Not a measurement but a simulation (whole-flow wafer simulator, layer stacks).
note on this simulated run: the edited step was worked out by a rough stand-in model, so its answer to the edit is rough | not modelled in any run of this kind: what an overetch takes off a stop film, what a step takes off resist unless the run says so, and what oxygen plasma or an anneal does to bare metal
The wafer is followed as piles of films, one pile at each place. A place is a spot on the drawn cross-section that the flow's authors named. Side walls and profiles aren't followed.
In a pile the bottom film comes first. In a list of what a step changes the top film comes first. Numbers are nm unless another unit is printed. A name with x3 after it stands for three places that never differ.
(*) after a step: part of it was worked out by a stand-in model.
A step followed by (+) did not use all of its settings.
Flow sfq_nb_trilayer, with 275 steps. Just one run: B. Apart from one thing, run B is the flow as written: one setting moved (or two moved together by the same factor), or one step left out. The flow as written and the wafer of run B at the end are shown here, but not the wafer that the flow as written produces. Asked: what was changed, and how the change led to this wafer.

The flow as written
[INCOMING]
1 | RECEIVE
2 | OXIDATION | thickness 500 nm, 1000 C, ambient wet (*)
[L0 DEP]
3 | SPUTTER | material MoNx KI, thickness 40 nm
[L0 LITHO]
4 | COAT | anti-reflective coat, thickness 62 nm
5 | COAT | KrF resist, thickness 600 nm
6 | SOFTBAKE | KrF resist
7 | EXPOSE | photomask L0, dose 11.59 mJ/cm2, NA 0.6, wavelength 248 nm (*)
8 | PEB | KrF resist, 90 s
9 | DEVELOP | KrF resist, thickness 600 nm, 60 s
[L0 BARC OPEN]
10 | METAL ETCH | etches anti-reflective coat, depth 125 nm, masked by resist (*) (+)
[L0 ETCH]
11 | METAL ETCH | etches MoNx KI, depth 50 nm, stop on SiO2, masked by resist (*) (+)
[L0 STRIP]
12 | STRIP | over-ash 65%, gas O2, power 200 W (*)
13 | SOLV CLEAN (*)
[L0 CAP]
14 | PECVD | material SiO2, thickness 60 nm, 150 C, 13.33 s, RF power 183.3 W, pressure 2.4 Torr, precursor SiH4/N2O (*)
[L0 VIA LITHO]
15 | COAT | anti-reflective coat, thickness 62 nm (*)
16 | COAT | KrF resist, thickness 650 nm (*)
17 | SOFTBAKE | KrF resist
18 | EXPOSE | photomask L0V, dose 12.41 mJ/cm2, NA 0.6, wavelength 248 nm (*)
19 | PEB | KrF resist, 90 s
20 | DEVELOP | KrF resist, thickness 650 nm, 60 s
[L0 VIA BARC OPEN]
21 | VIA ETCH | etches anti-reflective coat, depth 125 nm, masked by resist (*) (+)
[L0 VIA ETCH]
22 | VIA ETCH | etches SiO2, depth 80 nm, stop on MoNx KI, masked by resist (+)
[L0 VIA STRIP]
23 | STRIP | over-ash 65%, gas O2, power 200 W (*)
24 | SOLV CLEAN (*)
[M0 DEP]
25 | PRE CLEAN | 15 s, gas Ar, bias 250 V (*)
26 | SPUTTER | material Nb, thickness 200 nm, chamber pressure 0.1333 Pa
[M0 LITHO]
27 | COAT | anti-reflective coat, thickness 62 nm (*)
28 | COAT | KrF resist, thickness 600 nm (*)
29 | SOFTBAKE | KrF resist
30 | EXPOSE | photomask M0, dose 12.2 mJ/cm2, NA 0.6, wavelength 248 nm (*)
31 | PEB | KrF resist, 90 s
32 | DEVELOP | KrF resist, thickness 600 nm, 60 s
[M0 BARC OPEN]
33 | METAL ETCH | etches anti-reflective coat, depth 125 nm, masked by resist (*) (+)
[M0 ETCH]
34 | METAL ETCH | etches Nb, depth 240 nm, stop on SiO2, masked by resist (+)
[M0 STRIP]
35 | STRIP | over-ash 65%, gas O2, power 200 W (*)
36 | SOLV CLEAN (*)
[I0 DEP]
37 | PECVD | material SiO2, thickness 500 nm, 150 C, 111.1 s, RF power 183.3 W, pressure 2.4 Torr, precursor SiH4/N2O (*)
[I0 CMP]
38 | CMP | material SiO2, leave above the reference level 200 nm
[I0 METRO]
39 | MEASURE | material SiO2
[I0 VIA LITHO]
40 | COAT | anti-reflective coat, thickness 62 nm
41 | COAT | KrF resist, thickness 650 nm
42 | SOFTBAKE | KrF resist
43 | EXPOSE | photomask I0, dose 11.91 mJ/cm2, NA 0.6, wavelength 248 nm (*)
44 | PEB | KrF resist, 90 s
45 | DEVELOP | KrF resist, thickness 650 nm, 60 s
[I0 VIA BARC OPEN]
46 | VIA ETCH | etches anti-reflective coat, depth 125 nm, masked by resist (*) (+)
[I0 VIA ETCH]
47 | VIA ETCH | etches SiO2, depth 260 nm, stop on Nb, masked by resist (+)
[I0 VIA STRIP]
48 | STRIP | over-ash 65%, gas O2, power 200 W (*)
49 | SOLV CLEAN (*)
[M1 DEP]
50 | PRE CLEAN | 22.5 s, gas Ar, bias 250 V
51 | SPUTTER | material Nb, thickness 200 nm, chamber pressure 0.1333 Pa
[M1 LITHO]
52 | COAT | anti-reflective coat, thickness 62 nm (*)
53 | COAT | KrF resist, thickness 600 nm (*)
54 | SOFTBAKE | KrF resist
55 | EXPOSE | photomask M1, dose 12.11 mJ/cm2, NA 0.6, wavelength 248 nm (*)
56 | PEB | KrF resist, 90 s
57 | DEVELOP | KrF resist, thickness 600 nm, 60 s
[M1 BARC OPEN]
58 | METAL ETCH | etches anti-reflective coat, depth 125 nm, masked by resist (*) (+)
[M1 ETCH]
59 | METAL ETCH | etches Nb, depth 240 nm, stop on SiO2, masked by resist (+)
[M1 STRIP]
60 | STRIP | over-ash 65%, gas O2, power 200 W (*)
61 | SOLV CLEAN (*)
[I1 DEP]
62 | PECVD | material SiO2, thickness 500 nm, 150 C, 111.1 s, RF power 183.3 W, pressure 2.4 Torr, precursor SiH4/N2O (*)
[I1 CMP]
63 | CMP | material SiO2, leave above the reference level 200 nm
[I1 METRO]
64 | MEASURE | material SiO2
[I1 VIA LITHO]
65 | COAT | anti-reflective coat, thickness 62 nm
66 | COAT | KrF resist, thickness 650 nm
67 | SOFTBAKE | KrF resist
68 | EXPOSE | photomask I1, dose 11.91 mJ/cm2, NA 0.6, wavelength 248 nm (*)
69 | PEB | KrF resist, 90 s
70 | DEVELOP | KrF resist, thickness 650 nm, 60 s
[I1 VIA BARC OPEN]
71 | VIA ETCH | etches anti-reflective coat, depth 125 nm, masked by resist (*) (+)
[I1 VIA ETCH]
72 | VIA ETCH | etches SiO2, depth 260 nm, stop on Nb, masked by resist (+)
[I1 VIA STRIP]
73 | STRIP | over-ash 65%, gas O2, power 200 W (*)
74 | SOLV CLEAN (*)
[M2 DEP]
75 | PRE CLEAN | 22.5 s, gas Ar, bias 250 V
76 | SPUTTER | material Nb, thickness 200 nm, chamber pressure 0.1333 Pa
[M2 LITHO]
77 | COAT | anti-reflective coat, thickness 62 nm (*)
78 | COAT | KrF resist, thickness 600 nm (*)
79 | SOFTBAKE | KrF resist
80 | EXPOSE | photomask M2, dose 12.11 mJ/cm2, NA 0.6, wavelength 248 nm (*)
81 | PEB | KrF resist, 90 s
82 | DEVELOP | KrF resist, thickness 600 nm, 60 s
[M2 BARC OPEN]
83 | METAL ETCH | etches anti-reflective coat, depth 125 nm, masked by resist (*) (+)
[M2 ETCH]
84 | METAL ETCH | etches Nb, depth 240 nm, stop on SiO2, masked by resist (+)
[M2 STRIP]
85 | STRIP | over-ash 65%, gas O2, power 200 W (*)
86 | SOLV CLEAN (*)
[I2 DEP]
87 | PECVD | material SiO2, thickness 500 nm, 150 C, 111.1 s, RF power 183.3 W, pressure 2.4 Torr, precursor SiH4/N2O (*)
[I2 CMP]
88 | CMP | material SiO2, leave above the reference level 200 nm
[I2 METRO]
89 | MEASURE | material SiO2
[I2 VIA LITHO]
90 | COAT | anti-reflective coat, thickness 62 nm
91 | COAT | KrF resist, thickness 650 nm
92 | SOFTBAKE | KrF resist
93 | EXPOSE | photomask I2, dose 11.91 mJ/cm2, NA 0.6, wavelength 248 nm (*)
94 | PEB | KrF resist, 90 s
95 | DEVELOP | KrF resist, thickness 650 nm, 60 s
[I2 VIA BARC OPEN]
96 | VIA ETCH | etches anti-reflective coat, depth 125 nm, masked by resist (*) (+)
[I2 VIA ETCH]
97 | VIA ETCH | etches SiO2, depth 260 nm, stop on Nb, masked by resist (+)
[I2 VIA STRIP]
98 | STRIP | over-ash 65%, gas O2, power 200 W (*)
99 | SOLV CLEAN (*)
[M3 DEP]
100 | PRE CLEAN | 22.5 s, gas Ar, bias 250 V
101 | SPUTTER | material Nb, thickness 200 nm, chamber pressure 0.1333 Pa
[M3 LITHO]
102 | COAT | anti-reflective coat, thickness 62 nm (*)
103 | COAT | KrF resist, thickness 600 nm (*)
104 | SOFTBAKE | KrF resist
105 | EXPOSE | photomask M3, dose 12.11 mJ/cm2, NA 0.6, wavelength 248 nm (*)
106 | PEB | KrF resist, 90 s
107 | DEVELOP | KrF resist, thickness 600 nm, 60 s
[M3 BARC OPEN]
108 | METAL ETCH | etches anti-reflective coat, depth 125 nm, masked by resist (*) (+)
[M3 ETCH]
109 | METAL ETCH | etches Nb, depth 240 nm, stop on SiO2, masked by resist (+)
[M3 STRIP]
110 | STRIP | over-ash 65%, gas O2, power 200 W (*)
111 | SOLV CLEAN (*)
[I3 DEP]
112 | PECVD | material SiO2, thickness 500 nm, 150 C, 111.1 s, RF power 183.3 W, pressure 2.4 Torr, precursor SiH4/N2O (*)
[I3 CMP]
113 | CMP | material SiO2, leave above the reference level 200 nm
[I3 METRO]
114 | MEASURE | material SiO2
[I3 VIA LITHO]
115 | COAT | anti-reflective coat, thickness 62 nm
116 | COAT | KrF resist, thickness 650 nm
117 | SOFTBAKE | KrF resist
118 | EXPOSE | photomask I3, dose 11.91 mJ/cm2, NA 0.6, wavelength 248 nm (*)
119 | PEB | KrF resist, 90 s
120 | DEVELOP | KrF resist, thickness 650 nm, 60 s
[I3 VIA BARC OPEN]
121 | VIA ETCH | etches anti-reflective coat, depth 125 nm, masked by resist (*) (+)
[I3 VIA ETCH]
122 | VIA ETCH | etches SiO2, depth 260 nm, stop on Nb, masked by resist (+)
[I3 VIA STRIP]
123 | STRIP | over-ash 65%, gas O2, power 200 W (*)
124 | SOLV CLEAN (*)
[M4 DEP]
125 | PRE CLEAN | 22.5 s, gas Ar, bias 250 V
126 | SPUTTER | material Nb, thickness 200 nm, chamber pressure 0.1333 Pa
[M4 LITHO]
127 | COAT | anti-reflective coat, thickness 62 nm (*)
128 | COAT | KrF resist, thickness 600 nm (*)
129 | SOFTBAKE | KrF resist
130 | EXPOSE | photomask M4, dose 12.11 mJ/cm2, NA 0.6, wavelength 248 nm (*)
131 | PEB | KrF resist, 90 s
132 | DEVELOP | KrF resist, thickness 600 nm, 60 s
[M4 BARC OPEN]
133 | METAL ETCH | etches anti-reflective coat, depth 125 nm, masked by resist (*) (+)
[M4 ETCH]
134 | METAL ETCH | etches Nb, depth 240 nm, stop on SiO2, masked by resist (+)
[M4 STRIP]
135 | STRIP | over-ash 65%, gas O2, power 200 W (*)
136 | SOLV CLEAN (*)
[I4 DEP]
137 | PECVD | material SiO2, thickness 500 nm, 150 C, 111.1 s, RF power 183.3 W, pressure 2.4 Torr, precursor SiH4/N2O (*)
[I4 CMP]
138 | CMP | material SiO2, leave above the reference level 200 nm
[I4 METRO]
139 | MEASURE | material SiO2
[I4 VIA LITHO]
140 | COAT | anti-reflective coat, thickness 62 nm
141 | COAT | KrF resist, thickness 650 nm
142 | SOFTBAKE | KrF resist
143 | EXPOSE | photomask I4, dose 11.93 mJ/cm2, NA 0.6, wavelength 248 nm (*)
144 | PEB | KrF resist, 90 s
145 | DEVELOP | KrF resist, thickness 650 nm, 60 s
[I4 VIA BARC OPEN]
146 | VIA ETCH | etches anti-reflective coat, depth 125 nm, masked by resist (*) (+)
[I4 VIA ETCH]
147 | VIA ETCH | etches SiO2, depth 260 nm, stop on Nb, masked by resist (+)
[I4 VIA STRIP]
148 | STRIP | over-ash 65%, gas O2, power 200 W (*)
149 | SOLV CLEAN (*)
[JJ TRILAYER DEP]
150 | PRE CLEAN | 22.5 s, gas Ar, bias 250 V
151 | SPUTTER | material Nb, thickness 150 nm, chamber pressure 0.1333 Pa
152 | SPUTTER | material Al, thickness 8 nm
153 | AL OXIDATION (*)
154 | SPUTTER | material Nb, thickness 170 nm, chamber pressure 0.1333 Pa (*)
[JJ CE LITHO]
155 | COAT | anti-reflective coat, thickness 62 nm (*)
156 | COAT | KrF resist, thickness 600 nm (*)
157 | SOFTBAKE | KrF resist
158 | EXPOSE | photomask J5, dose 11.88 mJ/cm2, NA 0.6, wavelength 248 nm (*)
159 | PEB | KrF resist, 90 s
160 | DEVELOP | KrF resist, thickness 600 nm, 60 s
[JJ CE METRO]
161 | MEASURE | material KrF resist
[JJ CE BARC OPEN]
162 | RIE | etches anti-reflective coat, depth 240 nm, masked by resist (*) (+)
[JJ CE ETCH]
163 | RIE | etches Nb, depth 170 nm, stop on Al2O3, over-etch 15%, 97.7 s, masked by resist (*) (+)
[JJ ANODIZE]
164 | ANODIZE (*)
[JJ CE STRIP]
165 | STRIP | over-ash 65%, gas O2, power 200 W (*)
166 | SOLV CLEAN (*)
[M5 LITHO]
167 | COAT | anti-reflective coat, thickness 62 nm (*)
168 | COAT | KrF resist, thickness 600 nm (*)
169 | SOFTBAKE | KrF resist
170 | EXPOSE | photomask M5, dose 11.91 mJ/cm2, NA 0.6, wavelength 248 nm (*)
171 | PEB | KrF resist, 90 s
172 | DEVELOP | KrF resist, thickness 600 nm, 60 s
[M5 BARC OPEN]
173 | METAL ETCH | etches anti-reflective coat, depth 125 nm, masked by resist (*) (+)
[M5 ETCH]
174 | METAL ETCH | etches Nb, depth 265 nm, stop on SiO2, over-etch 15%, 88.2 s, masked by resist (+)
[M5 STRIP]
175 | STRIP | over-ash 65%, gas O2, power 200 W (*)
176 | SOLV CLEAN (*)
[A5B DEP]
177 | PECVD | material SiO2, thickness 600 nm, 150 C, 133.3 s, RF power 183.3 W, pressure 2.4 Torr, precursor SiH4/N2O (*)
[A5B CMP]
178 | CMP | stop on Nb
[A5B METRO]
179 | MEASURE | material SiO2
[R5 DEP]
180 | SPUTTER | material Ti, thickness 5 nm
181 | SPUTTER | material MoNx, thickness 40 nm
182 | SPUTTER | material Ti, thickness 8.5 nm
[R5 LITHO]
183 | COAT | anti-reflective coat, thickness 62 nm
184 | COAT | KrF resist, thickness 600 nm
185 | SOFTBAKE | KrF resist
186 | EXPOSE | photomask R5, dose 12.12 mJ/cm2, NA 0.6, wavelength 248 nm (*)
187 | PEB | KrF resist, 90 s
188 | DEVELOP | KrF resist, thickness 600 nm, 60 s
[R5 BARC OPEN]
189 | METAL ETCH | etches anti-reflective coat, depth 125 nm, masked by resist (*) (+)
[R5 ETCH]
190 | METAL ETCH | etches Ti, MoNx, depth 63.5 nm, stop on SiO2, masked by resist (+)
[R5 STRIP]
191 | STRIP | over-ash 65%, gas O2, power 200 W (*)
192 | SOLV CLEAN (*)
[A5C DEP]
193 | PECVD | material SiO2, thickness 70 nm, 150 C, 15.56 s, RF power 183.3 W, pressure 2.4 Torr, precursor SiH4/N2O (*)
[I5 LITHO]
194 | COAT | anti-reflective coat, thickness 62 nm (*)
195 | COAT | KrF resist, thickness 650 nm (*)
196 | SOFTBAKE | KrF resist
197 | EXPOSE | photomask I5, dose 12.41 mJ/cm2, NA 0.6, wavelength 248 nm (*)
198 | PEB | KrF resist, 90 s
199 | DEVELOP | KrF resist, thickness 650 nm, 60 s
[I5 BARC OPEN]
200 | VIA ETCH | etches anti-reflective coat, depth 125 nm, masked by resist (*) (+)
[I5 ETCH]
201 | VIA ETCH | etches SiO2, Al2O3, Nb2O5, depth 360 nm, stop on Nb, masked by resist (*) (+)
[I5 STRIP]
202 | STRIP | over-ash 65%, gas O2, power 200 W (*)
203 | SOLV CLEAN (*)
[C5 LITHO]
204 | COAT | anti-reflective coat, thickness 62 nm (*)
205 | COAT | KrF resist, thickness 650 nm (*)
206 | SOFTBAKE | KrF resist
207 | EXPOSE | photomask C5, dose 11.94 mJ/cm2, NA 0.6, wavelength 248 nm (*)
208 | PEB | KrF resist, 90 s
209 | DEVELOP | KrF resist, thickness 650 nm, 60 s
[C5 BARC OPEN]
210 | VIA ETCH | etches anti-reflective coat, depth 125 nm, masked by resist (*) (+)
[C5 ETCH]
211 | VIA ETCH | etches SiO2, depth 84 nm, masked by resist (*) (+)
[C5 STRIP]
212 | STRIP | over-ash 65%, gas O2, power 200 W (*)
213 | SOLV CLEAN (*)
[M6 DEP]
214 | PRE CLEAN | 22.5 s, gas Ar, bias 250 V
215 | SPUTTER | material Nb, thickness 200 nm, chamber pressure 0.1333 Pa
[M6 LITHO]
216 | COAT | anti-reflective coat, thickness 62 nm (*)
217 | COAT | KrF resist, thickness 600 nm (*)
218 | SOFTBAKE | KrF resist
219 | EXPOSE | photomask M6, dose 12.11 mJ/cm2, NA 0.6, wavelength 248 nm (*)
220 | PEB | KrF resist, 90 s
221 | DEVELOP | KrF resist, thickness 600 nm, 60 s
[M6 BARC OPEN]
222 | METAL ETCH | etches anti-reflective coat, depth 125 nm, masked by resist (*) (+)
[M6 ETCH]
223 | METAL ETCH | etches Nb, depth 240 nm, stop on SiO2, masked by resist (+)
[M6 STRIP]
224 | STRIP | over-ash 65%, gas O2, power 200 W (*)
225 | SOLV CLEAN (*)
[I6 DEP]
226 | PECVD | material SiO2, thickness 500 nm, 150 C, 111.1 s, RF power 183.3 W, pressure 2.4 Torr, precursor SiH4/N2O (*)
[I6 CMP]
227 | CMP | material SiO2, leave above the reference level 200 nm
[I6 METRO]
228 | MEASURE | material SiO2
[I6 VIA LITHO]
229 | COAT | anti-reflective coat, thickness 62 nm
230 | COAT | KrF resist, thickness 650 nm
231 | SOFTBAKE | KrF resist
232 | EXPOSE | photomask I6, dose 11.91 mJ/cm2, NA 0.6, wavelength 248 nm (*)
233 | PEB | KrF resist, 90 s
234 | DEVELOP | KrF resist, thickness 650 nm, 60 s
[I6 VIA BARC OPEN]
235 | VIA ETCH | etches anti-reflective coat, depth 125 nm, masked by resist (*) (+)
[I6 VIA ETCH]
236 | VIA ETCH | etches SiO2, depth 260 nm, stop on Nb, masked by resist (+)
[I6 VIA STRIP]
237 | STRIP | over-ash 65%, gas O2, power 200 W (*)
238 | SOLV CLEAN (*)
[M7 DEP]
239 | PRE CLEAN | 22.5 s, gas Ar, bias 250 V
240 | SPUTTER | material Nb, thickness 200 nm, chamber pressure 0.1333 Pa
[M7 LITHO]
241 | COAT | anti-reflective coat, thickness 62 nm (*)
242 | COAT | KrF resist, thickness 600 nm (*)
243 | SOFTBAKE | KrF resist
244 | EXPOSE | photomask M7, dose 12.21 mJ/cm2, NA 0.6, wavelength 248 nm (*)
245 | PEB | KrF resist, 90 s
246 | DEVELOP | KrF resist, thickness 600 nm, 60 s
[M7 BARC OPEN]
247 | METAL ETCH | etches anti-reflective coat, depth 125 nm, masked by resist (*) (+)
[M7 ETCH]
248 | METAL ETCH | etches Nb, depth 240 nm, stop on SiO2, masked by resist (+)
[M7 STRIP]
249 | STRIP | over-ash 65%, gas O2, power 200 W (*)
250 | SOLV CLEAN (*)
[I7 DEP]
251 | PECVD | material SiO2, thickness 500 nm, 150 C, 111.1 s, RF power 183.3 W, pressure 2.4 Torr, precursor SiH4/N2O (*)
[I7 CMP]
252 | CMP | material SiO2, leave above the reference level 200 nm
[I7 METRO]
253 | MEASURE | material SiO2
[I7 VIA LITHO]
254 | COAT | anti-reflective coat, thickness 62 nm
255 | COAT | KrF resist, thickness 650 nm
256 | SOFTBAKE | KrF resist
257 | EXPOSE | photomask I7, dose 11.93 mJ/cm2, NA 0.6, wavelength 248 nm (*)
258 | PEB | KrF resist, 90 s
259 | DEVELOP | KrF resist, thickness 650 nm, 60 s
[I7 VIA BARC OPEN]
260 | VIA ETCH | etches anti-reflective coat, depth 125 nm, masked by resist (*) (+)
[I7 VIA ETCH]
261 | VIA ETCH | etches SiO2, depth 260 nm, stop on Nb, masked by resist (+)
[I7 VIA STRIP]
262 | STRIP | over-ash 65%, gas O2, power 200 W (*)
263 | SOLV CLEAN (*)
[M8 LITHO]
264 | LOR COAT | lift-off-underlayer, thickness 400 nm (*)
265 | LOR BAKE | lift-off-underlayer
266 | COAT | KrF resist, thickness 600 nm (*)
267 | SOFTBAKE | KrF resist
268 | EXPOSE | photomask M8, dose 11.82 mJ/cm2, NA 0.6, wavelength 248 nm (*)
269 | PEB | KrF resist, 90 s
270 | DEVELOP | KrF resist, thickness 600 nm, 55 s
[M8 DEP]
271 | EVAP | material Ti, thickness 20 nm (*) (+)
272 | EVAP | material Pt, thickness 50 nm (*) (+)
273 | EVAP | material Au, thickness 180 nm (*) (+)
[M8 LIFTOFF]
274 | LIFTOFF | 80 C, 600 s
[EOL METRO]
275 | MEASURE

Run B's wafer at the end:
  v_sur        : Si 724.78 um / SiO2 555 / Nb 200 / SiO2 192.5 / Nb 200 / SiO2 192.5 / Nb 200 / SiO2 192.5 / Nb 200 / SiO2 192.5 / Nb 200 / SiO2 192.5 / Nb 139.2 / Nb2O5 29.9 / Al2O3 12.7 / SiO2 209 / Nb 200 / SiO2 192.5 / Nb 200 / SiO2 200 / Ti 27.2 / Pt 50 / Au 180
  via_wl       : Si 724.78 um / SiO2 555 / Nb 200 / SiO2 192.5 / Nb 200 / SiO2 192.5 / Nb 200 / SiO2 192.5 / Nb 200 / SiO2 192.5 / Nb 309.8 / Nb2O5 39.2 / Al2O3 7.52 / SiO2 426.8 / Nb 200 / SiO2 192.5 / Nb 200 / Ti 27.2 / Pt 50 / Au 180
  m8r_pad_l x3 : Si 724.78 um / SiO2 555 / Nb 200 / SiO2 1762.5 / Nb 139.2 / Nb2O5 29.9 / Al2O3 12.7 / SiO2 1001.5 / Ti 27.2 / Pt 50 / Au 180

The reason: step 271, EVAP: thickness 27.2 nm was run, while the flow as written has thickness 20 nm.
One can read it off the wafer: v_sur has Ti 27.2, and step 271 as written asks for 20 nm.

The path from the change to this, step by step:
  271 | EVAP | material Ti, thickness 20 nm (*) (+)
      field_l, v_sur, via_wl and 103 more: Ti gains 27.2 (new film) (as written it would have been: Ti gains 20 (new film))
  274 | LIFTOFF | 80 C, 600 s
      p4_fl x3, p4_w1 x9, p4_g1 x2 and 60 more: Au loses 180 (all of it), Pt loses 50 (all of it), Ti loses 27.2 (all of it), KrF resist loses 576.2 (all of it), lift-off-underlayer loses 400 (all of it) (as written it would have been: Au loses 180 (all of it), Pt loses 50 (all of it), Ti loses 20 (all of it), KrF resist loses 576.2 (all of it), lift-off-underlayer loses 400 (all of it))
      c5j, ce_r: Au loses 180 (all of it), Pt loses 50 (all of it), Ti loses 27.2 (all of it), KrF resist loses 573.3 (all of it), lift-off-underlayer loses 399.3 (all of it) (as written it would have been: Au loses 180 (all of it), Pt loses 50 (all of it), Ti loses 20 (all of it), KrF resist loses 573.3 (all of it), lift-off-underlayer loses 399.3 (all of it))
      (and at 19 other places as well)
